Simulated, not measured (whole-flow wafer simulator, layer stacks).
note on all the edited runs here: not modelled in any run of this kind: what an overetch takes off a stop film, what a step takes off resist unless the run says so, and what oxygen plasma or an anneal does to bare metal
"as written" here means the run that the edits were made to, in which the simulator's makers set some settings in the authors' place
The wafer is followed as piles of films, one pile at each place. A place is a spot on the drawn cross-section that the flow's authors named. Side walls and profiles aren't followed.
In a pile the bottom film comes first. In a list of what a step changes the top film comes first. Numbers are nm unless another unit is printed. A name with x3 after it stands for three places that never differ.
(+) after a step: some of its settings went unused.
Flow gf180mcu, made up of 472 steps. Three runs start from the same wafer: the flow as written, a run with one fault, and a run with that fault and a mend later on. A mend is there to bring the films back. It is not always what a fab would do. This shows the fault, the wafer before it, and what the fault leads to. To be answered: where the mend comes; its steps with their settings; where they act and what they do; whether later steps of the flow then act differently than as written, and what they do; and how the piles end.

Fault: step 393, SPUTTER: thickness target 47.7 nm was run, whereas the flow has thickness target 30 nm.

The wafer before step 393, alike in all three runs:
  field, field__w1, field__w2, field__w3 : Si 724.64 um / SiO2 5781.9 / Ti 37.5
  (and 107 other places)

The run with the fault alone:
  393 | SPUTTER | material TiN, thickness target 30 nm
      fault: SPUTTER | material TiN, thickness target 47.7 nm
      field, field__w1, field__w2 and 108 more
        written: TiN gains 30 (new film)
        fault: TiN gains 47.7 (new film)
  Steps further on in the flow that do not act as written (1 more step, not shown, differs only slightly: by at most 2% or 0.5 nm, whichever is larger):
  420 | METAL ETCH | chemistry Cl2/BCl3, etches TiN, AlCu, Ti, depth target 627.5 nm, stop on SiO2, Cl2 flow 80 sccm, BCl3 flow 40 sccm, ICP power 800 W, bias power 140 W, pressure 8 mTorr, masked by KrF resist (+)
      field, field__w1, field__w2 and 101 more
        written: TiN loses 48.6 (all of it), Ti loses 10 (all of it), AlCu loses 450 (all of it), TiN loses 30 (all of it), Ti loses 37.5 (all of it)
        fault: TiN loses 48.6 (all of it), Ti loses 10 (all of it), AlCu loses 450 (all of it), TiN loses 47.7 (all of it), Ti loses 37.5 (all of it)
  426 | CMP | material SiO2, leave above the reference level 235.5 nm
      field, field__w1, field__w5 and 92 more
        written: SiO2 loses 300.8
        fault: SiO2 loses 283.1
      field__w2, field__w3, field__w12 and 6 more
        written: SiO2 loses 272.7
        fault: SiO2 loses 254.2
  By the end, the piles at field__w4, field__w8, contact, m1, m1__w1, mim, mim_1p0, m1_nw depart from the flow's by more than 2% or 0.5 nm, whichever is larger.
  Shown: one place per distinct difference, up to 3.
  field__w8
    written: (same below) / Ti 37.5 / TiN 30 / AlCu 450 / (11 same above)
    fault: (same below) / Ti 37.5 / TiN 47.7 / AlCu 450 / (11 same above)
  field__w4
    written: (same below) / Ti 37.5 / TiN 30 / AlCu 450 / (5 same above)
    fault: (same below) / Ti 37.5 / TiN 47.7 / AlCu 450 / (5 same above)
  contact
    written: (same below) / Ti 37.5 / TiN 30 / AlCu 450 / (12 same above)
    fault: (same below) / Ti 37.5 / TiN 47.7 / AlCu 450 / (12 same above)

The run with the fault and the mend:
  The mend follows step 393.
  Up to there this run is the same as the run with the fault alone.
  393a | METAL ETCH | chemistry Cl2/BCl3, etches TiN, AlCu, Ti, depth target 17.7 nm, Cl2 flow 80 sccm, BCl3 flow 40 sccm, ICP power 800 W, bias power 140 W, pressure 8 mTorr (a further turn of the flow's step 260, with different settings)
      field, field__w1, field__w2 and 108 more
        TiN loses 17.7
  Every later step of the flow that is run acts as written at every place that is followed.
  The piles end the same as the flow's at every place that both follow.
